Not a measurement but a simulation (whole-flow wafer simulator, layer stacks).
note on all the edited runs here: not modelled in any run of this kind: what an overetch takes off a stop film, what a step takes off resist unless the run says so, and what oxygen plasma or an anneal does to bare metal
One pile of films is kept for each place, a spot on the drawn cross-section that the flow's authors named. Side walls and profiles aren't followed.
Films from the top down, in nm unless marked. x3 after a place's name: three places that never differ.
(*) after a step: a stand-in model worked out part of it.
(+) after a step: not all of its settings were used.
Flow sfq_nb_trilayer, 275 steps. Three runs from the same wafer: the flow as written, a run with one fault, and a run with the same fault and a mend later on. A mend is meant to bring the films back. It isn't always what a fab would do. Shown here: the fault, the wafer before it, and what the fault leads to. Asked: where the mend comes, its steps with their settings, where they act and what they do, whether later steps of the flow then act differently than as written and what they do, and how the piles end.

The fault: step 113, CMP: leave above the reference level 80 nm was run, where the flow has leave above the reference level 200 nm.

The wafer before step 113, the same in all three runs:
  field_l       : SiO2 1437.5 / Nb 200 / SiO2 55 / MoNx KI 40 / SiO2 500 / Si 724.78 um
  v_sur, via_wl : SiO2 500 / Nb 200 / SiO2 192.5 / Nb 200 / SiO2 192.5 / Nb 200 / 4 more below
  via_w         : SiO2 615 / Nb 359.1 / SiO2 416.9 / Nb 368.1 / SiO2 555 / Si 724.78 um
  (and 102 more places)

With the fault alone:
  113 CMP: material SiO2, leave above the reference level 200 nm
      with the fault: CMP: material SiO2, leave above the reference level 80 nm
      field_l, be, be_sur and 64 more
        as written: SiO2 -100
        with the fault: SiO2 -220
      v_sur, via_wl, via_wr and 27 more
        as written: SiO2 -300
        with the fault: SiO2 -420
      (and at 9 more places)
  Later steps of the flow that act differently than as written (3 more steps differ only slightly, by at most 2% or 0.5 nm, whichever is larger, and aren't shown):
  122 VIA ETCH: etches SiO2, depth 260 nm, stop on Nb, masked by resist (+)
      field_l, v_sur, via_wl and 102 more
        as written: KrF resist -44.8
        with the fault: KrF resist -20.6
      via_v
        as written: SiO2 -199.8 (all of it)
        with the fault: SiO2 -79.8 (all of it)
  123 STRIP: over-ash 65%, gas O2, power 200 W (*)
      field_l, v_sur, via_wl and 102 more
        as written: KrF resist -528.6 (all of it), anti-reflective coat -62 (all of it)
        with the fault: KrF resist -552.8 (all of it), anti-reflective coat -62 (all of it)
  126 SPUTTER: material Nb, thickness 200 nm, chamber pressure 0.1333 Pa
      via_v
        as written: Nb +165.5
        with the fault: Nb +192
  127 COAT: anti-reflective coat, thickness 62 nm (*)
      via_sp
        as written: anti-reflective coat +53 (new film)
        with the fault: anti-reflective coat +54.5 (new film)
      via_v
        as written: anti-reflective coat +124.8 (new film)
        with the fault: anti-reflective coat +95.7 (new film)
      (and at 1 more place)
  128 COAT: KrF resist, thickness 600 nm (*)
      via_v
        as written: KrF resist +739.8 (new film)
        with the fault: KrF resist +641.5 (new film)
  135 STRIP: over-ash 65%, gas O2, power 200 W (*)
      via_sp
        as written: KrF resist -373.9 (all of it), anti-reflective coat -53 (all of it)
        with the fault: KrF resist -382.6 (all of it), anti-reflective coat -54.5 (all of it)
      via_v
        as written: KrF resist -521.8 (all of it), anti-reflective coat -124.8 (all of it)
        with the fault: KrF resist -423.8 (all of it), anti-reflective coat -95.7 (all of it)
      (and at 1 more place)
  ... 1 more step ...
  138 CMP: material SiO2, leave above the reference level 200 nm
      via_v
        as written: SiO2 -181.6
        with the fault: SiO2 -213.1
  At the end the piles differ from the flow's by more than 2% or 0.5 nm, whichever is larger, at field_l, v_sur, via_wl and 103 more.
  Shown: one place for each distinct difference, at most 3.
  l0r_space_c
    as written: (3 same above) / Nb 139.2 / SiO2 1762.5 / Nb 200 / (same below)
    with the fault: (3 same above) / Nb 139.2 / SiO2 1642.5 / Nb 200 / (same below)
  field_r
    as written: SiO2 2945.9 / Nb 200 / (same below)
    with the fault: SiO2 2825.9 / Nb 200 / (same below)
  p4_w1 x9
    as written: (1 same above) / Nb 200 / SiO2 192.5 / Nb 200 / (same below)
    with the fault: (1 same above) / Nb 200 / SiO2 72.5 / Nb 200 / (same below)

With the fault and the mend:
  The mend comes after step 120.
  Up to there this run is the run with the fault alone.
  120a STRIP: over-ash 65%, gas O2, power 200 W (*)
      field_l, v_sur, via_wl and 102 more
        KrF resist -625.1 (all of it), anti-reflective coat -62 (all of it)
      via_v
        anti-reflective coat -62 (all of it)
  120b PECVD: material SiO2, thickness 120 nm, 150 C, 26.67 s, RF power 183.3 W, pressure 2.4 Torr, precursor SiH4/N2O (the flow's step 112 once more, with other settings)
      field_l, v_sur, via_wl and 103 more
        SiO2 +120
  120c COAT: anti-reflective coat, thickness 62 nm (the flow's step 115 once more)
      field_l, v_sur, via_wl and 103 more
        anti-reflective coat +62 (new film)
  120d COAT: KrF resist, thickness 650 nm (the flow's step 116 once more)
      field_l, v_sur, via_wl and 103 more
        KrF resist +650 (new film)
  120e SOFTBAKE: KrF resist (the flow's step 117 once more)
      changes no film at any place that is followed
  120f EXPOSE: photomask I3, dose 11.91 mJ/cm2, NA 0.6, wavelength 248 nm (*) (the flow's step 118 once more)
      changes no film at any place that is followed
  120g PEB: KrF resist, 90 s (the flow's step 119 once more)
      field_l, v_sur, via_wl and 103 more
        KrF resist -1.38
  120h DEVELOP: KrF resist, thickness 650 nm, 60 s (the flow's step 120 once more)
      field_l, v_sur, via_wl and 102 more
        KrF resist -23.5
      via_v
        KrF resist -648.6 (all of it)
  No later step of the flow acts differently than as written at any place that is followed.
  At the end the piles are the same as the flow's at every place that both follow.
